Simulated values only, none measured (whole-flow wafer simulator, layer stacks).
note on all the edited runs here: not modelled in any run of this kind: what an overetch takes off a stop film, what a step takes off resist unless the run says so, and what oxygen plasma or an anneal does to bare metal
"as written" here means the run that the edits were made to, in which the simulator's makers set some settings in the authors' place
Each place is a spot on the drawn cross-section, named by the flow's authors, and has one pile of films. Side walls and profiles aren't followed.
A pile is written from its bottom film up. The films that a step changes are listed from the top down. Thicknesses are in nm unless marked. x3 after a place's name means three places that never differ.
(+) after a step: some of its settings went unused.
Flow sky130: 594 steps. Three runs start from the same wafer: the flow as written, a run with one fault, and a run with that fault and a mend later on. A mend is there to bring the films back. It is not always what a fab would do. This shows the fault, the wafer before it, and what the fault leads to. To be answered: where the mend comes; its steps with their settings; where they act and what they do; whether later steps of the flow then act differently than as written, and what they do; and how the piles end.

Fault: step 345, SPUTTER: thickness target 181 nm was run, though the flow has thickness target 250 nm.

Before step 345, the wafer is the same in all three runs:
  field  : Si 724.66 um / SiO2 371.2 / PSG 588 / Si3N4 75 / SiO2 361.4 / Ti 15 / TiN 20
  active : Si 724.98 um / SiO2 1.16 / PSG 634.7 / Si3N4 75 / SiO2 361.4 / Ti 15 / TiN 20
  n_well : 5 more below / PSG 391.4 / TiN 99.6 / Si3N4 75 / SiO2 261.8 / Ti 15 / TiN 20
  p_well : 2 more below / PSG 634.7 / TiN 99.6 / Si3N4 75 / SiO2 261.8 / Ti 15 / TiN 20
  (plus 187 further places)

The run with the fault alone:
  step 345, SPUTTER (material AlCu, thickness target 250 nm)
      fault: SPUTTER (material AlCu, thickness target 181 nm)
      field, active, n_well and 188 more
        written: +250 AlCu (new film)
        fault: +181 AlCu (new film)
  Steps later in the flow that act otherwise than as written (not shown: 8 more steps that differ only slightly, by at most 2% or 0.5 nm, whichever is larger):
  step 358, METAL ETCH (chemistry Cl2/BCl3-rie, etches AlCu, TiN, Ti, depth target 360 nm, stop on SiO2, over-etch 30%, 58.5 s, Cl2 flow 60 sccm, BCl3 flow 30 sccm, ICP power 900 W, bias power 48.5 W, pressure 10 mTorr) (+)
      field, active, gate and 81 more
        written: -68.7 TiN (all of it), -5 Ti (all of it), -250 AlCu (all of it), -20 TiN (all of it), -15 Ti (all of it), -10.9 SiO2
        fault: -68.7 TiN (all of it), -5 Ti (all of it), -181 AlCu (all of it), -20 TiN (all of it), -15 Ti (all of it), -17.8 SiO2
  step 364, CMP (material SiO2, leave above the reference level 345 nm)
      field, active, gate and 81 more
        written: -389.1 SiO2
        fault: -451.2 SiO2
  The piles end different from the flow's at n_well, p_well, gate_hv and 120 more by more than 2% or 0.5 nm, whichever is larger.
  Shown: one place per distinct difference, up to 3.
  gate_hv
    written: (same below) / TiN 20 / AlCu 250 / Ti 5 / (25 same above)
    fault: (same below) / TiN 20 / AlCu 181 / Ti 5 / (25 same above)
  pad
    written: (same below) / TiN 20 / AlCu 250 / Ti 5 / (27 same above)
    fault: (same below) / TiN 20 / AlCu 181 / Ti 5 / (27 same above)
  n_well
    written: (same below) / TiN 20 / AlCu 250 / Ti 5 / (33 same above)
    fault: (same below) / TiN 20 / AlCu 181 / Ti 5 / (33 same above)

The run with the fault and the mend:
  The mend follows step 345.
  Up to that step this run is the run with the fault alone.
  step 345a, SPUTTER (material AlCu, thickness target 69 nm) (the flow's step 345, run once more with other settings)
      field, active, n_well and 188 more
        +69 AlCu
  Later steps of the flow that are run all act as written at every place that is followed.
  At every place that both follow, the piles at the end match the flow's.
